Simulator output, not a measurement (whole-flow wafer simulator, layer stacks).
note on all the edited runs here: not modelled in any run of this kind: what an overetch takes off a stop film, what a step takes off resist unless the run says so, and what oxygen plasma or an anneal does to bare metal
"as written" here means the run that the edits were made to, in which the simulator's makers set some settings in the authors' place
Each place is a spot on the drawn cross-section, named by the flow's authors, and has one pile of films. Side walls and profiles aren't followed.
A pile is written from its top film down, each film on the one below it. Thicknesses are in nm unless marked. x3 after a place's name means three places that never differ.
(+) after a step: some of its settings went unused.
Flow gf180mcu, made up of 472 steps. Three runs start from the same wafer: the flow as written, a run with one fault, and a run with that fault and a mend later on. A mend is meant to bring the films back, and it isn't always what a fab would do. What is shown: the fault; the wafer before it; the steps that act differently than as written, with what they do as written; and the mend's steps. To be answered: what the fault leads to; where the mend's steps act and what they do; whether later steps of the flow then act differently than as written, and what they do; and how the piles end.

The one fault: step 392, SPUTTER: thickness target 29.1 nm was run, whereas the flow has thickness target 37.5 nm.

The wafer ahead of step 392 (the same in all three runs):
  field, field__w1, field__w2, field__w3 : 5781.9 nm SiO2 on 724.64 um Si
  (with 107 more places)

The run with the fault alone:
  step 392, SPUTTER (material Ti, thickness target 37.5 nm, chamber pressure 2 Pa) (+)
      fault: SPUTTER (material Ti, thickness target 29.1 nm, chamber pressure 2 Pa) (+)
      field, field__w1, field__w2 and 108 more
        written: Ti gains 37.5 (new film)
        fault: Ti gains 29.1 (new film)
  Steps further on in the flow that do not act as written (1 other step is not shown; it differs only slightly, by no more than 2% or 0.5 nm, whichever is larger):
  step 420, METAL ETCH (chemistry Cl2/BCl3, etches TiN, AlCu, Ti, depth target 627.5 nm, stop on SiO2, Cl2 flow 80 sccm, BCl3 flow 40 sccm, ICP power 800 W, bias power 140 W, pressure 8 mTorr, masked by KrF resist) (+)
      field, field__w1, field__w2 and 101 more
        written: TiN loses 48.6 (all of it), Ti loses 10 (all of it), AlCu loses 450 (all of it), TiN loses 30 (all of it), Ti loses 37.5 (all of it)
        fault: TiN loses 48.6 (all of it), Ti loses 10 (all of it), AlCu loses 450 (all of it), TiN loses 30 (all of it), Ti loses 29.1 (all of it)
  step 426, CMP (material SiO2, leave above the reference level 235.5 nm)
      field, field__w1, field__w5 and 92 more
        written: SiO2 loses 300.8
        fault: SiO2 loses 309.2
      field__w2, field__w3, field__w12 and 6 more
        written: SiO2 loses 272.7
        fault: SiO2 loses 281.5
  The piles end different from the flow's at field__w4, field__w8, contact, m1, m1__w1, mim, mim_1p0, m1_nw by more than 2% or 0.5 nm, whichever is larger.
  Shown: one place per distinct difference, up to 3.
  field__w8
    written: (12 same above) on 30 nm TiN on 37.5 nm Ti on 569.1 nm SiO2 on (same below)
    fault: (12 same above) on 30 nm TiN on 29.1 nm Ti on 569.1 nm SiO2 on (same below)
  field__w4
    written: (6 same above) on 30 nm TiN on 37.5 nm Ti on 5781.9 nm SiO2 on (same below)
    fault: (6 same above) on 30 nm TiN on 29.1 nm Ti on 5781.9 nm SiO2 on (same below)
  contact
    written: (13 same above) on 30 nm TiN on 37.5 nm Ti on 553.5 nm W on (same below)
    fault: (13 same above) on 30 nm TiN on 29.1 nm Ti on 553.5 nm W on (same below)

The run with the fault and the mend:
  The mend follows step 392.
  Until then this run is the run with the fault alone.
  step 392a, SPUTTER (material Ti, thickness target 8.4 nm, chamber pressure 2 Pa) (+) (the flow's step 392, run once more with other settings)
      field, field__w1, field__w2 and 108 more
        Ti gains 8.4
  Every later step of the flow that is run acts as written at every place that is followed.
  At every place that both follow, the piles at the end match the flow's.
